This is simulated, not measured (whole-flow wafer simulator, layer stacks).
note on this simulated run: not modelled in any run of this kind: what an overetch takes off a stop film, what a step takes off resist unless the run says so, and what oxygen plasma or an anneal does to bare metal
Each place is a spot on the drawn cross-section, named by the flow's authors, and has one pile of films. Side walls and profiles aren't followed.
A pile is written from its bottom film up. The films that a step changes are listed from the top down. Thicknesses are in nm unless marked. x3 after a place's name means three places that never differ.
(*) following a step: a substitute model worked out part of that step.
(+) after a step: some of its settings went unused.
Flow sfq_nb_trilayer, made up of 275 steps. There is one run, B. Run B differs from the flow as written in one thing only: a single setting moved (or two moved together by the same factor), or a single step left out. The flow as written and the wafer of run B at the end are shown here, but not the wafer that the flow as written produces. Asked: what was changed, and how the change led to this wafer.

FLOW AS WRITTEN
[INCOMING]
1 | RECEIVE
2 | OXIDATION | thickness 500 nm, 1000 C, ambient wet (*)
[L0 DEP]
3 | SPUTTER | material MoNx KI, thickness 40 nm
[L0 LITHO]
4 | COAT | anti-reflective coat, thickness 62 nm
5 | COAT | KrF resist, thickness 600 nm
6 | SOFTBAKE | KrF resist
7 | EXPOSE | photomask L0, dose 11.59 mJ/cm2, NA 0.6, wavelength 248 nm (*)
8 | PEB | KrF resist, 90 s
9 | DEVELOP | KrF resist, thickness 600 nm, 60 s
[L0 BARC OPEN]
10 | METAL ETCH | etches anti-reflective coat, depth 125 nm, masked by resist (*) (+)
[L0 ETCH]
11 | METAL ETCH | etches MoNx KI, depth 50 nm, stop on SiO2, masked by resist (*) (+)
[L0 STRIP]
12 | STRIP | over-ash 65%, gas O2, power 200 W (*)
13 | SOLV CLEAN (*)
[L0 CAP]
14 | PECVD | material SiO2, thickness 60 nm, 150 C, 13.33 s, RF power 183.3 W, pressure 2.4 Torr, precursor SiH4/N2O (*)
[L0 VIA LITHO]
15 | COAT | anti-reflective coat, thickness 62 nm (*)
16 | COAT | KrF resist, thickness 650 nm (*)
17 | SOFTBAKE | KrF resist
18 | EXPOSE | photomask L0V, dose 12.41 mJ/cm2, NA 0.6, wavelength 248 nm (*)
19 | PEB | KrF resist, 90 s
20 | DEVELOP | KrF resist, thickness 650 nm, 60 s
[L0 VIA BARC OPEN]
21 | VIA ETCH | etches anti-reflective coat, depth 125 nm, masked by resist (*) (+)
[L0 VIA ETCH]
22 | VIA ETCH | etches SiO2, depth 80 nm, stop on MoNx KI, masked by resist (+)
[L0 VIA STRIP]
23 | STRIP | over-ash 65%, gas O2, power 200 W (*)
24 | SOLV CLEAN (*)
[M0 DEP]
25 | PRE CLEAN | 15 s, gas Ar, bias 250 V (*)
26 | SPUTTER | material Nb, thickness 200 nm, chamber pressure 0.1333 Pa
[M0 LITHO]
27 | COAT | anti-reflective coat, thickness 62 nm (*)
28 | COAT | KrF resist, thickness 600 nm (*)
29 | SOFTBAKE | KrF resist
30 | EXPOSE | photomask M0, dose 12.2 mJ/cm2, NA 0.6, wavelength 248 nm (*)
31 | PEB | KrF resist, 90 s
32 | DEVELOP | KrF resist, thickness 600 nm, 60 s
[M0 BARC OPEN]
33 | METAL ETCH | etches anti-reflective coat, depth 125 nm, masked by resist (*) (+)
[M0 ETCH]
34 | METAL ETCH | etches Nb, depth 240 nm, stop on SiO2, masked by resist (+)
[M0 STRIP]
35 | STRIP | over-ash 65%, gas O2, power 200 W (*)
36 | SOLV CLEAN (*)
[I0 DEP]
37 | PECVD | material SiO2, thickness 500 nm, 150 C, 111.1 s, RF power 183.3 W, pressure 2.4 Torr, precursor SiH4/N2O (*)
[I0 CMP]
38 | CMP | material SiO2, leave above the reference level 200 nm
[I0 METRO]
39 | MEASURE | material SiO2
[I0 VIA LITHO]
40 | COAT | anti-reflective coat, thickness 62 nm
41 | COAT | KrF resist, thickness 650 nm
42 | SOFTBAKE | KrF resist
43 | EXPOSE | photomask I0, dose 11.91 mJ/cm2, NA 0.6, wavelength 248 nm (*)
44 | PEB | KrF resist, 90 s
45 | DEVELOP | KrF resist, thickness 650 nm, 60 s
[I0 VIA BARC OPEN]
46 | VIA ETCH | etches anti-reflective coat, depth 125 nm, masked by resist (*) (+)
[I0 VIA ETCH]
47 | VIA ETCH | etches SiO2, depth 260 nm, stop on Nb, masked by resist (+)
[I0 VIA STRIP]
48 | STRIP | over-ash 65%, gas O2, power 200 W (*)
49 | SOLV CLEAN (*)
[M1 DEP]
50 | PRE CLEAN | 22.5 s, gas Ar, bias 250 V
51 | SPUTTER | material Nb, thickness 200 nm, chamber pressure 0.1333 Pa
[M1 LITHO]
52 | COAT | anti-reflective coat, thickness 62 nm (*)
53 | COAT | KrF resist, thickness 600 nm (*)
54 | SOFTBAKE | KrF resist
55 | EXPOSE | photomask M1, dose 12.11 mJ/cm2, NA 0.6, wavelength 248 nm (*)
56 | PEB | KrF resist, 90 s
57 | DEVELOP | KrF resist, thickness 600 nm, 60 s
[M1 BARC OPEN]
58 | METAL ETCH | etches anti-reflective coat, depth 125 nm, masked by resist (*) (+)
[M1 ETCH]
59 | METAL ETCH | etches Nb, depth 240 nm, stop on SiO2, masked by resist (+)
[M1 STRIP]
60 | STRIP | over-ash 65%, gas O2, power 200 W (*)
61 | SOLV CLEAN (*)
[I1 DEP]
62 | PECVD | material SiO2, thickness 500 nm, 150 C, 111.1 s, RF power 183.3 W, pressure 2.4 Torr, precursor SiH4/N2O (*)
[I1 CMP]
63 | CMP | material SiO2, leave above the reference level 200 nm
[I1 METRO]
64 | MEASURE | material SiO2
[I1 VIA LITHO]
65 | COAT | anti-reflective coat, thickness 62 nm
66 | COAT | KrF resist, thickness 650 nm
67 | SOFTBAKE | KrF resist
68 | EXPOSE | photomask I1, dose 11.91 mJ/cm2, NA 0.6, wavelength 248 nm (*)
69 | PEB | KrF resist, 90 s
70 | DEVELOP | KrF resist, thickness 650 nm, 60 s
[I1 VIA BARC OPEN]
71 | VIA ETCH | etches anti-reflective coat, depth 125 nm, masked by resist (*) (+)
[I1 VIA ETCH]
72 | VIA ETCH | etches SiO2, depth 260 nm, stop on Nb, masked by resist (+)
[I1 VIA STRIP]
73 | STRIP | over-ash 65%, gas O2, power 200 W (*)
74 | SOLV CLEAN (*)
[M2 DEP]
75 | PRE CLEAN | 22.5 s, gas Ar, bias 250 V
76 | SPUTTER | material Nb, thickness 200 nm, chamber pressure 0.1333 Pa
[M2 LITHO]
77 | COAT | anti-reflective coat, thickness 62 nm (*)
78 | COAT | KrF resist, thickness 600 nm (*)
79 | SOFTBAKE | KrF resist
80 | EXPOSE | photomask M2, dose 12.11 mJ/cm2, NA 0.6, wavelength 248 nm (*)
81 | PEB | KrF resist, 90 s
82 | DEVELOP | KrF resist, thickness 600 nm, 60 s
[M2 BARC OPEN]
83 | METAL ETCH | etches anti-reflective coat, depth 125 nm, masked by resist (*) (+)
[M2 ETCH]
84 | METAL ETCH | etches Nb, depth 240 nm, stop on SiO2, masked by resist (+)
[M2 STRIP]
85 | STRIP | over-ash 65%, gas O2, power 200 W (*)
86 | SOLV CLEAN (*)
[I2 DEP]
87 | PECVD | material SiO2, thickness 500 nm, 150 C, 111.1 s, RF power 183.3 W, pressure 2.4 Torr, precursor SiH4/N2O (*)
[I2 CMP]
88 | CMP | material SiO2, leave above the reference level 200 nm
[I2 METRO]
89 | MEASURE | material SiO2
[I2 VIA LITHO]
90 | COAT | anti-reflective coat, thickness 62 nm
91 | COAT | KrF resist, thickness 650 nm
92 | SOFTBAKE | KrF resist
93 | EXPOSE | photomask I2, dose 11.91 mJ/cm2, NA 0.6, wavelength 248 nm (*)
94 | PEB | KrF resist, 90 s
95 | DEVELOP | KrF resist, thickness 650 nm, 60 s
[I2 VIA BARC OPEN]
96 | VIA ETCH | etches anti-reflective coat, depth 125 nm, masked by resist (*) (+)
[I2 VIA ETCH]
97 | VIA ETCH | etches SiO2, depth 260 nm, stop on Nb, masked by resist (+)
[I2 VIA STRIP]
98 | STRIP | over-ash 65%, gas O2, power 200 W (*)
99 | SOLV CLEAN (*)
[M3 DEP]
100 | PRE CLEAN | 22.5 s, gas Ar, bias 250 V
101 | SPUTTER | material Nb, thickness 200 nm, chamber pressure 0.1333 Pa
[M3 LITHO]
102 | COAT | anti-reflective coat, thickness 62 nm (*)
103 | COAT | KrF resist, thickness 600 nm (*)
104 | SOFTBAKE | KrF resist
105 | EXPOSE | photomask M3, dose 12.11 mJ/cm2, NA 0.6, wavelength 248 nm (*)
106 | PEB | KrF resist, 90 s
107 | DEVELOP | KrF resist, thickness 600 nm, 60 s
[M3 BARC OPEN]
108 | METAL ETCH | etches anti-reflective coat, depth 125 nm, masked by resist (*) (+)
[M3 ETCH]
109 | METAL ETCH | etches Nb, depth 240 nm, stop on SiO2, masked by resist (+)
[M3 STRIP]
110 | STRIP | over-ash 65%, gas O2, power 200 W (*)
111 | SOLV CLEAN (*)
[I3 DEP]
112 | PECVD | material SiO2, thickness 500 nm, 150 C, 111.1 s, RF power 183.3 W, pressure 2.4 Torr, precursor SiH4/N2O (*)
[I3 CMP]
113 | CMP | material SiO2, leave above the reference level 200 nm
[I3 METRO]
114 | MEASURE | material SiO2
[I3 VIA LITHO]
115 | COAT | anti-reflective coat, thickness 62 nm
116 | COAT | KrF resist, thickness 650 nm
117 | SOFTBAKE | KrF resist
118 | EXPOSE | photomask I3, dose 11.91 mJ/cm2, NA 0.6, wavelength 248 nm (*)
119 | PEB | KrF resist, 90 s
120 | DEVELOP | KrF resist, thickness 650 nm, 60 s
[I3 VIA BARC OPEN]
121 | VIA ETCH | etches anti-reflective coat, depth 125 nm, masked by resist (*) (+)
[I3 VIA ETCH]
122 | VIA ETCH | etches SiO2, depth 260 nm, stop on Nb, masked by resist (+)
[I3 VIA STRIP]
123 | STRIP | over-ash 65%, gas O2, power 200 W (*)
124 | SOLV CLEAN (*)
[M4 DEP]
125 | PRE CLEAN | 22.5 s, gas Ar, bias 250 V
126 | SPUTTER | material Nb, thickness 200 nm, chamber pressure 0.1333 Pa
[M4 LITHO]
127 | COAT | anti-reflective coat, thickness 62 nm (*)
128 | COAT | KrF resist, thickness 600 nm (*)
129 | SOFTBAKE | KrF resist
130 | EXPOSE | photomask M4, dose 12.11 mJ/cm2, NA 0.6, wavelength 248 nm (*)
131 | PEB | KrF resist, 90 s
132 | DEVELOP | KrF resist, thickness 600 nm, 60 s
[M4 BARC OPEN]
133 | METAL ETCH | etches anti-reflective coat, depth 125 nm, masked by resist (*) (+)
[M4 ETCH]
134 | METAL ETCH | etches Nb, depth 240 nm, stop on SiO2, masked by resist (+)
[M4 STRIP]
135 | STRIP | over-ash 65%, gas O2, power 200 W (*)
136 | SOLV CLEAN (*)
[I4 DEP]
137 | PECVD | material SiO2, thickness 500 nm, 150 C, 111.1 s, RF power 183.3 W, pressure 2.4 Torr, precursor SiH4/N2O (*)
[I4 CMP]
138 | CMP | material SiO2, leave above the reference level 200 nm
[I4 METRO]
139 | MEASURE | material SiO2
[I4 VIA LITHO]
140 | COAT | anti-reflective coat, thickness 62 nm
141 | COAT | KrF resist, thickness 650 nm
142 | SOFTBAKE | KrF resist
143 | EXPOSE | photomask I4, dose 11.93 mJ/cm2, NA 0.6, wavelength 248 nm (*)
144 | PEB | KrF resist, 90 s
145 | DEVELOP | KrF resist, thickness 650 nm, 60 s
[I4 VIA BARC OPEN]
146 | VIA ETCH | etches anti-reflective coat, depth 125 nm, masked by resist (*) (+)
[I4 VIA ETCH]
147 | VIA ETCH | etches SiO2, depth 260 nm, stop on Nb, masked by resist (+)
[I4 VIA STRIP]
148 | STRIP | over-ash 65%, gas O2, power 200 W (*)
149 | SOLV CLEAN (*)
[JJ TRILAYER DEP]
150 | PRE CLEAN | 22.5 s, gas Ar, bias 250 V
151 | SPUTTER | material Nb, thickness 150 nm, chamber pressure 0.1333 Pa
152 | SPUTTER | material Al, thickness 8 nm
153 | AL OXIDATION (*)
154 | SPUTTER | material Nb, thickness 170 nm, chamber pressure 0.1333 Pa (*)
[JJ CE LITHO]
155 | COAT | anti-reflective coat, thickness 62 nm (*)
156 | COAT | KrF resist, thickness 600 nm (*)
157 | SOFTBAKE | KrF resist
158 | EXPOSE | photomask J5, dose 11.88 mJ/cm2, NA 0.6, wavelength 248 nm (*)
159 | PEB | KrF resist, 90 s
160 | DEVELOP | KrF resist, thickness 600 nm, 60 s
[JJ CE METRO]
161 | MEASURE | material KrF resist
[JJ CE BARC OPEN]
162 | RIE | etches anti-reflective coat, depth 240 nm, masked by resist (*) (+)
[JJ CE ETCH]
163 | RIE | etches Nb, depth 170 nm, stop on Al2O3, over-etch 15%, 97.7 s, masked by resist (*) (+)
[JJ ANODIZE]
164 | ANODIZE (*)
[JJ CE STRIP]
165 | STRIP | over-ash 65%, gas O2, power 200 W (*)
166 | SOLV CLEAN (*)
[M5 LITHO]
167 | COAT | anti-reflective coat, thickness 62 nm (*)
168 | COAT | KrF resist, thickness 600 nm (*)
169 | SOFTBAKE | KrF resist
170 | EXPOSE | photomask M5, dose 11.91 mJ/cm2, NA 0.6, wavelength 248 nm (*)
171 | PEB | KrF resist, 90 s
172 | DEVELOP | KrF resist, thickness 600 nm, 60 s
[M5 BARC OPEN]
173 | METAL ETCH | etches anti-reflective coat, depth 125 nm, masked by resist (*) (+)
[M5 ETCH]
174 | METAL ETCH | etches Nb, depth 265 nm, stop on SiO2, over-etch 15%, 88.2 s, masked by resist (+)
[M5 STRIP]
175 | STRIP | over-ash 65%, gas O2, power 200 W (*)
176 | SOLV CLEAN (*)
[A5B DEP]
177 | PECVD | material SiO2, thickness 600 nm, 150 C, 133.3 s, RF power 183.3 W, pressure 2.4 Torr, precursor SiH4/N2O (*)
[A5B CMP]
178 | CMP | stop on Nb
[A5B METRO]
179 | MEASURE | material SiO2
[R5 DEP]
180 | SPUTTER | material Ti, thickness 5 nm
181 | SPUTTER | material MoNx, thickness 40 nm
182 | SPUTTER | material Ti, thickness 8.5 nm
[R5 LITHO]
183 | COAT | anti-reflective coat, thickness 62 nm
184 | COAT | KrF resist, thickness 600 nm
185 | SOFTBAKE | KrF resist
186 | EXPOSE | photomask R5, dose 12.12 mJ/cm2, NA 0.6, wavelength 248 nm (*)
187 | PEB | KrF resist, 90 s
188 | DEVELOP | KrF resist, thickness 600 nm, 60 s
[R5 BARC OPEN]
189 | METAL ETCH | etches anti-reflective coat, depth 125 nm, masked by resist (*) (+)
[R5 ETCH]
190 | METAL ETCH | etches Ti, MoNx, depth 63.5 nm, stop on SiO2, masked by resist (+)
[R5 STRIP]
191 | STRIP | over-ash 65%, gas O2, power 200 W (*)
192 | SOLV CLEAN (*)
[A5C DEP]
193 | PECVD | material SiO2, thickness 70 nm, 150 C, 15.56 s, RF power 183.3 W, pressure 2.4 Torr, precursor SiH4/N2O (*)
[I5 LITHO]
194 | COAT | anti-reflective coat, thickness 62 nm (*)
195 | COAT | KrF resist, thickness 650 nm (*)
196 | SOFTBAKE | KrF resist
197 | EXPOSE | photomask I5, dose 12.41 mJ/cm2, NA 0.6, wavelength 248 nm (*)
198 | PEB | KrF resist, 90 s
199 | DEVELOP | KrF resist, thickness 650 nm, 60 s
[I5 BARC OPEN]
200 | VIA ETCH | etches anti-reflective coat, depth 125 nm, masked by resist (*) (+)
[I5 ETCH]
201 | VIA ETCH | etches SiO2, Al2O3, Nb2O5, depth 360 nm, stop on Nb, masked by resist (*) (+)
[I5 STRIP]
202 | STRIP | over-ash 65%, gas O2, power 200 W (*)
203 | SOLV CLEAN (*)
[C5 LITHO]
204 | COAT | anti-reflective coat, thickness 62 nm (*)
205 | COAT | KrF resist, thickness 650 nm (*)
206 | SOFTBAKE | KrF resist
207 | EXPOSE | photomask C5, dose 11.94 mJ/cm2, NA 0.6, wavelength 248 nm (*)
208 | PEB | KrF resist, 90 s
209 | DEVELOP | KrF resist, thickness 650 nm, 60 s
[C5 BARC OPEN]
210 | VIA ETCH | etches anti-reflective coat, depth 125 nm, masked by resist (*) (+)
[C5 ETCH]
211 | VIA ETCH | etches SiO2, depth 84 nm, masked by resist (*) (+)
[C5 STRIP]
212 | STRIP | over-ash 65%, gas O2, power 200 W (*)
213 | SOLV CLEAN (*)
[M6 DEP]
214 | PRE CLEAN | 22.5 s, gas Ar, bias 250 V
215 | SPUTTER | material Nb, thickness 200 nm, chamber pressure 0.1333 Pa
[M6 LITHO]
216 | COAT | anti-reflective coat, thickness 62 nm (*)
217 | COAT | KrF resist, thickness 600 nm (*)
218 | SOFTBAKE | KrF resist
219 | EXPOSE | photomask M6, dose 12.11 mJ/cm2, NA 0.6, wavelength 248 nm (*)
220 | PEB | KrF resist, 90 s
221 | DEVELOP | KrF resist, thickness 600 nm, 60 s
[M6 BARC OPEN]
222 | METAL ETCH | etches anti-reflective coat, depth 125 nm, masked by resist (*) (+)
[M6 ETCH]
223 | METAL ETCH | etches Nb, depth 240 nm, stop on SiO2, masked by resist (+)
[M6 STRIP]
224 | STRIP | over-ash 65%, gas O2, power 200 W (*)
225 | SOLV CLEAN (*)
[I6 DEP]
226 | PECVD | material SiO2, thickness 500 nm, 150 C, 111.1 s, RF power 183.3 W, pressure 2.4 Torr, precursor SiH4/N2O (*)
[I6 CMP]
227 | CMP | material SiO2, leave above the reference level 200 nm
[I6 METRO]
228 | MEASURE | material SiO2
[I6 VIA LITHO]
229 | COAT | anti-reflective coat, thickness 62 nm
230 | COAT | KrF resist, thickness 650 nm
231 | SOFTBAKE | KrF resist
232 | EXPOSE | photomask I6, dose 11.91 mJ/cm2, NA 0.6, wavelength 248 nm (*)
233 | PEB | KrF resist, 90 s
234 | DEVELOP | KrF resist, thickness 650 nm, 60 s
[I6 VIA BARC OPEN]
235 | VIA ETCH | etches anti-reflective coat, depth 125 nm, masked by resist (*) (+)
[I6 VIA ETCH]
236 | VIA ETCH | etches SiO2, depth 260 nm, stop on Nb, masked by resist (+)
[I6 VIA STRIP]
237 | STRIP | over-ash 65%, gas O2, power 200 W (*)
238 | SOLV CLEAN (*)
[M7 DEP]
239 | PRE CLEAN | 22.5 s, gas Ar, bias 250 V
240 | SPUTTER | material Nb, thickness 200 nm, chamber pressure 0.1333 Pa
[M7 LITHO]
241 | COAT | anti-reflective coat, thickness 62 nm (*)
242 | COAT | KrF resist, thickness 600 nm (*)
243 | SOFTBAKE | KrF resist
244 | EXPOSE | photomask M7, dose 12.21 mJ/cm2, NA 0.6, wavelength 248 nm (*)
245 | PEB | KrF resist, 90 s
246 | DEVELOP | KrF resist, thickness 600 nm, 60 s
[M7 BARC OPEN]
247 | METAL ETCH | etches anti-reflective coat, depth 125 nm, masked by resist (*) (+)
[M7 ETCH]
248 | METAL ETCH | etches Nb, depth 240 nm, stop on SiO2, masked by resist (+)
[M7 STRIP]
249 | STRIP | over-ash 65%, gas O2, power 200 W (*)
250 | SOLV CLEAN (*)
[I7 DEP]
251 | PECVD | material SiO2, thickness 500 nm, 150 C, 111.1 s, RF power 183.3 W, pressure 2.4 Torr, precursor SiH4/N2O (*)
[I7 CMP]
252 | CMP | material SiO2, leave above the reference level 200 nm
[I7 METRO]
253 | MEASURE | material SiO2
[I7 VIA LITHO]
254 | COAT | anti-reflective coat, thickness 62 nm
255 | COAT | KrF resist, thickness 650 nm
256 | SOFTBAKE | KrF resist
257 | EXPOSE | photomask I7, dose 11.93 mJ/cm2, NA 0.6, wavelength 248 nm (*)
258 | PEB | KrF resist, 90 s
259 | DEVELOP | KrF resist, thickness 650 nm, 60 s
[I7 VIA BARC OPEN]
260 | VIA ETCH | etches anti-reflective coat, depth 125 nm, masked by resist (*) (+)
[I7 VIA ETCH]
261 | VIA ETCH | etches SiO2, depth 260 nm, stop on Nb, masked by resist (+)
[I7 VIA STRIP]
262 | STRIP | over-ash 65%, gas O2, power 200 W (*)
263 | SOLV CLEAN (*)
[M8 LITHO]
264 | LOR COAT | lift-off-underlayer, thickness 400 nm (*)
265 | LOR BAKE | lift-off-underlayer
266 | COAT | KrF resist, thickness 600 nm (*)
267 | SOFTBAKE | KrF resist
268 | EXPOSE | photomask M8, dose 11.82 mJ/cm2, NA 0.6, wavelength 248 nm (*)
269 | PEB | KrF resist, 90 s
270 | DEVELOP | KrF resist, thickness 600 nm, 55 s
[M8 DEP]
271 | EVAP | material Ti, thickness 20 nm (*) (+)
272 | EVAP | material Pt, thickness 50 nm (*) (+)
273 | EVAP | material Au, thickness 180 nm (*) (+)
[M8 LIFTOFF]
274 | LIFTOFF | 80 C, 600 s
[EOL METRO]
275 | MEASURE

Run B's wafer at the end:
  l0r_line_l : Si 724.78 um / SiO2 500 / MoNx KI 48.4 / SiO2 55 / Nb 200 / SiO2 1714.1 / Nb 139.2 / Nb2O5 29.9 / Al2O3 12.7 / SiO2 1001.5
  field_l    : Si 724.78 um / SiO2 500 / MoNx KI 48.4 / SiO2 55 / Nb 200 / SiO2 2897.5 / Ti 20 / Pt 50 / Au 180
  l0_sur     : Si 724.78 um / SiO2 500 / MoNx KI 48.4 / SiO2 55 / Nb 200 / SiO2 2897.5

What caused this: step 3, SPUTTER: thickness 48.4 nm was run, while the flow as written has thickness 40 nm.
The wafer itself shows it: l0r_line_l has MoNx KI 48.4, and step 3 as written asks for 40 nm.

Step by step, how the change led to this:
  3 | SPUTTER | material MoNx KI, thickness 40 nm
      field_l, v_sur, via_wl and 103 more: MoNx KI gains 48.4 (new film) (in the flow as written it would be: MoNx KI gains 40 (new film))
  11 | METAL ETCH | etches MoNx KI, depth 50 nm, stop on SiO2, masked by resist (*) (+)
      v_sur, via_wl, via_w and 97 more: MoNx KI loses 48.4 (all of it) (in the flow as written it would be: MoNx KI loses 40 (all of it))
  15 | COAT | anti-reflective coat, thickness 62 nm (*)
      v_sur: anti-reflective coat gains 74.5 (new film) (in the flow as written it would be: anti-reflective coat gains 72.2 (new film))
      l0_sur: anti-reflective coat gains 53 (new film) (in the flow as written it would be: anti-reflective coat gains 54.2 (new film))
      (as well as at 1 more place)
  23 | STRIP | over-ash 65%, gas O2, power 200 W (*)
      v_sur: KrF resist loses 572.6 (all of it), anti-reflective coat loses 74.5 (all of it) (in the flow as written it would be: KrF resist loses 570.5 (all of it), anti-reflective coat loses 72.2 (all of it))
      l0_sur: KrF resist loses 551 (all of it), anti-reflective coat loses 53 (all of it) (in the flow as written it would be: KrF resist loses 552.8 (all of it), anti-reflective coat loses 54.2 (all of it))
      (as well as at 1 more place)
  27 | COAT | anti-reflective coat, thickness 62 nm (*)
      v_sur: anti-reflective coat gains 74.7 (new film) (in the flow as written it would be: anti-reflective coat gains 72.3 (new film))
      l0r_space_c: anti-reflective coat gains 81.4 (new film) (in the flow as written it would be: anti-reflective coat gains 78 (new film))
  35 | STRIP | over-ash 65%, gas O2, power 200 W (*)
      v_sur: KrF resist loses 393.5 (all of it), anti-reflective coat loses 74.7 (all of it) (in the flow as written it would be: KrF resist loses 391.6 (all of it), anti-reflective coat loses 72.3 (all of it))
      l0r_space_c: KrF resist loses 400.8 (all of it), anti-reflective coat loses 81.4 (all of it) (in the flow as written it would be: KrF resist loses 397.6 (all of it), anti-reflective coat loses 78 (all of it))
  38 | CMP | material SiO2, leave above the reference level 200 nm
      field_l, l0_sur, l0r_line_l, l0r_line_c, l0r_line_r: SiO2 loses 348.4 (in the flow as written it would be: SiO2 loses 340)
      l0v: SiO2 loses 286.2 (in the flow as written it would be: SiO2 loses 277.8)
